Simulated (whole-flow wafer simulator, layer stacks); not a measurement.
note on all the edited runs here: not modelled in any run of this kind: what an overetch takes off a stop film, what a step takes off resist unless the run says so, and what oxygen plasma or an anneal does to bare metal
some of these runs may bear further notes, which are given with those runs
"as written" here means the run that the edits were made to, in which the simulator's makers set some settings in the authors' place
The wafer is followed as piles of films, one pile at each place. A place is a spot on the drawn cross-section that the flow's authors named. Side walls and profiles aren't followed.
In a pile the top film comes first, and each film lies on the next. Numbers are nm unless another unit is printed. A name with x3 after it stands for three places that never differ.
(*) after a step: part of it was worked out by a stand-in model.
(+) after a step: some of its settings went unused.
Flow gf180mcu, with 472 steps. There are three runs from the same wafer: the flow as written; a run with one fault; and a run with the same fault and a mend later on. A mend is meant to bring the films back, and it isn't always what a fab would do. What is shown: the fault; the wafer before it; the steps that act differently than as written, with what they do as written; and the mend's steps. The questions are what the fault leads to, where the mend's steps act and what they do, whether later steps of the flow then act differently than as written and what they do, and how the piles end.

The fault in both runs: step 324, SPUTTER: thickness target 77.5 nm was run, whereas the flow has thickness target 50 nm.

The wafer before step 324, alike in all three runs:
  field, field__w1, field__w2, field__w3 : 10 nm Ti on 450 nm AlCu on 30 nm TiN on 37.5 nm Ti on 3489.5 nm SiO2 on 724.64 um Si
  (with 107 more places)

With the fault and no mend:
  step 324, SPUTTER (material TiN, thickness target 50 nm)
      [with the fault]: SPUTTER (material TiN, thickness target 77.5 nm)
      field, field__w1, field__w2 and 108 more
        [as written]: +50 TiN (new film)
        [with the fault]: +77.5 TiN (new film)
  Steps further on in the flow that do not act as written (not shown: 3 more steps that differ only slightly, by at most 2% or 0.5 nm, whichever is larger):
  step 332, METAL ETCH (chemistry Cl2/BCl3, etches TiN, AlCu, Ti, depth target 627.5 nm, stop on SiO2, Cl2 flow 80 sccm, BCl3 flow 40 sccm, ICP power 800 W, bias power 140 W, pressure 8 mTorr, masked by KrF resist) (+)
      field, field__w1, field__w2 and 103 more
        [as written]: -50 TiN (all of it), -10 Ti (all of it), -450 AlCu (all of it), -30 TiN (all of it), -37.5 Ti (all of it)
        [with the fault]: -77.5 TiN (all of it), -10 Ti (all of it), -450 AlCu (all of it), -30 TiN (all of it), -37.5 Ti (all of it)
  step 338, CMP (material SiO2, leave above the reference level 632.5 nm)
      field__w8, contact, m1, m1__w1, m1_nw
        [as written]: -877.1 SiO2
        [with the fault]: -904.6 SiO2
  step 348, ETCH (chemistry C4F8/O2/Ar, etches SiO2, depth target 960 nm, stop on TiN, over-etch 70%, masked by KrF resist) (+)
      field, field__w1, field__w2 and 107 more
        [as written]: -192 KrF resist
        [with the fault]: -185.3 KrF resist
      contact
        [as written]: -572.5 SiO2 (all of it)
        [with the fault]: -545 SiO2 (all of it)
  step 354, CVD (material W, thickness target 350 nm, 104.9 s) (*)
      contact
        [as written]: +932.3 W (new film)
        [with the fault]: +904.5 W (new film)
  By the end, the piles at field__w8, contact, m1, m1__w1, m1_nw depart from the flow's by more than 2% or 0.5 nm, whichever is larger.
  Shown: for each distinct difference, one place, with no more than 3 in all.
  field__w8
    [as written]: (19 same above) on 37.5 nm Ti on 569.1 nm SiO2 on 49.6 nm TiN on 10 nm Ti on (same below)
    [with the fault]: (19 same above) on 37.5 nm Ti on 541.6 nm SiO2 on 77.1 nm TiN on 10 nm Ti on (same below)
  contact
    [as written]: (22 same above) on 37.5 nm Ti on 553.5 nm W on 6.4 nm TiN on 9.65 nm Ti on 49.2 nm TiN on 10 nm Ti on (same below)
    [with the fault]: (22 same above) on 37.5 nm Ti on 525.7 nm W on 6.51 nm TiN on 9.81 nm Ti on 76.7 nm TiN on 10 nm Ti on (same below)

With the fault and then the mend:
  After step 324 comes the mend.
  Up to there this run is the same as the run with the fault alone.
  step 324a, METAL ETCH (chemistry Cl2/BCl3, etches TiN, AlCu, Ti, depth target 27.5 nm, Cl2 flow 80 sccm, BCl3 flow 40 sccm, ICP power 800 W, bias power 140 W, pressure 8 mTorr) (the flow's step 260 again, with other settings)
      field, field__w1, field__w2 and 108 more
        -27.5 TiN
  Later steps of the flow that are run all act as written at every place that is followed.
  By the end, the piles equal the flow's at every place that both follow.
